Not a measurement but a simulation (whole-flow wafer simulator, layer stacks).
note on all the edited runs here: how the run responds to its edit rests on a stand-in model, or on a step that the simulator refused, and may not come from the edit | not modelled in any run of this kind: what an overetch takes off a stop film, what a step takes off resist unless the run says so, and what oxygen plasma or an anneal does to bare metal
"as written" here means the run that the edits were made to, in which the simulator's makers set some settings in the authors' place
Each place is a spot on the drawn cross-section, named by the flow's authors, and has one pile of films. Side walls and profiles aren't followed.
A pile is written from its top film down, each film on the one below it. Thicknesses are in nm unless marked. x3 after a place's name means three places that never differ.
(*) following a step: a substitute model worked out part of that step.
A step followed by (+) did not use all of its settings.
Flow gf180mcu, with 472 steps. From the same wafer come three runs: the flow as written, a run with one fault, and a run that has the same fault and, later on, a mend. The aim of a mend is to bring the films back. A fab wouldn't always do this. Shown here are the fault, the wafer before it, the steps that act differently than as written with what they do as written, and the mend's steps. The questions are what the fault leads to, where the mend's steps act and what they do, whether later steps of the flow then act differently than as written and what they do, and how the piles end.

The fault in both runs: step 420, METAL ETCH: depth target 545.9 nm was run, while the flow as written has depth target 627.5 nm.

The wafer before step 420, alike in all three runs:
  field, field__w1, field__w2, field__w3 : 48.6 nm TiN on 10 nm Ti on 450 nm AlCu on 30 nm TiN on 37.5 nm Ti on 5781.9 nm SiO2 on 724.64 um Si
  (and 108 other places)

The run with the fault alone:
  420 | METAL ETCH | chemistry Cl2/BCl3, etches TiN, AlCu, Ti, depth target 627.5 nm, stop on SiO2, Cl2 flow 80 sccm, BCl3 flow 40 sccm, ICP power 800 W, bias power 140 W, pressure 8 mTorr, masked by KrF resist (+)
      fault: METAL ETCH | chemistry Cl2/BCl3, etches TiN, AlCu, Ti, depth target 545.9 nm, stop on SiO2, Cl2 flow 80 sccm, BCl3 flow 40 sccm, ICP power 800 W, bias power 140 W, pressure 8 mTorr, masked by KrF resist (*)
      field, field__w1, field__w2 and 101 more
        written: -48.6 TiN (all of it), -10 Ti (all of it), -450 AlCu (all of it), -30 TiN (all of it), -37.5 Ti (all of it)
        fault: -48.6 TiN (all of it), -10 Ti (all of it), -450 AlCu (all of it), -30 TiN (all of it), -7.34 Ti
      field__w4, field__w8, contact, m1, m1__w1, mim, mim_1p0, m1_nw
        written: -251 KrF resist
        fault: -218.4 KrF resist
  Steps later in the flow that act otherwise than as written (1 other step is not shown; it differs only slightly, by no more than 2% or 0.5 nm, whichever is larger):
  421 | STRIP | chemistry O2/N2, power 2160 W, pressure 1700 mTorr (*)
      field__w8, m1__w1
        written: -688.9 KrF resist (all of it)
        fault: -721.5 KrF resist (all of it)
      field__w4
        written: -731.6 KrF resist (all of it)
        fault: -764.3 KrF resist (all of it)
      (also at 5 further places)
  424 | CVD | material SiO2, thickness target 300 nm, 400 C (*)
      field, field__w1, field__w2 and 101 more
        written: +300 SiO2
        fault: +300 SiO2 (new film)
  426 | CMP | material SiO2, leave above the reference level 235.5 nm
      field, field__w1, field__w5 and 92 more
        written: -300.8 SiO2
        fault: -331 SiO2
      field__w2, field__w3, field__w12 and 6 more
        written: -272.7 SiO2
        fault: -304.2 SiO2
  At field, field__w1, field__w2 and 101 more, the piles at the end differ from the flow's by more than 2% or 0.5 nm, whichever is larger.
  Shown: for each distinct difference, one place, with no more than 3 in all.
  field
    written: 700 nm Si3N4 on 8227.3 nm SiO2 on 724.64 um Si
    fault: 700 nm Si3N4 on 2415.2 nm SiO2 on 30.2 nm Ti on 5781.9 nm SiO2 on 724.64 um Si
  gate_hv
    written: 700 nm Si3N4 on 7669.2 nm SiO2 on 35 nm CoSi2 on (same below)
    fault: 700 nm Si3N4 on 2415.2 nm SiO2 on 30.2 nm Ti on 5223.8 nm SiO2 on 35 nm CoSi2 on (same below)
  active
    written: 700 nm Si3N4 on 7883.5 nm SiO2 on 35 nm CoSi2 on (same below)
    fault: 700 nm Si3N4 on 2415.2 nm SiO2 on 30.2 nm Ti on 5438.1 nm SiO2 on 35 nm CoSi2 on (same below)

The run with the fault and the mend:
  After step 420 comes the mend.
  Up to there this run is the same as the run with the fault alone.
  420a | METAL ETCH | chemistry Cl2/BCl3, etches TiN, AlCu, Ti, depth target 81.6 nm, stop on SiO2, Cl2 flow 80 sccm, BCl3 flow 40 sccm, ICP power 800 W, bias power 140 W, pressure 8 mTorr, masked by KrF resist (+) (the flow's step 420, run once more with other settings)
      field, field__w1, field__w2 and 101 more
        -30.2 Ti (all of it)
      field__w4, field__w8, contact, m1, m1__w1, mim, mim_1p0, m1_nw
        -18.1 KrF resist
  Steps later in the flow that act otherwise than as written:
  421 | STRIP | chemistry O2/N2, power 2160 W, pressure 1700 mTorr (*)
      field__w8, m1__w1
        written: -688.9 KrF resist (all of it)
        mend: -703.4 KrF resist (all of it)
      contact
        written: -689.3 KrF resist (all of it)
        mend: -703.8 KrF resist (all of it)
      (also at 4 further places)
  By the end, the piles equal the flow's at every place that both follow.
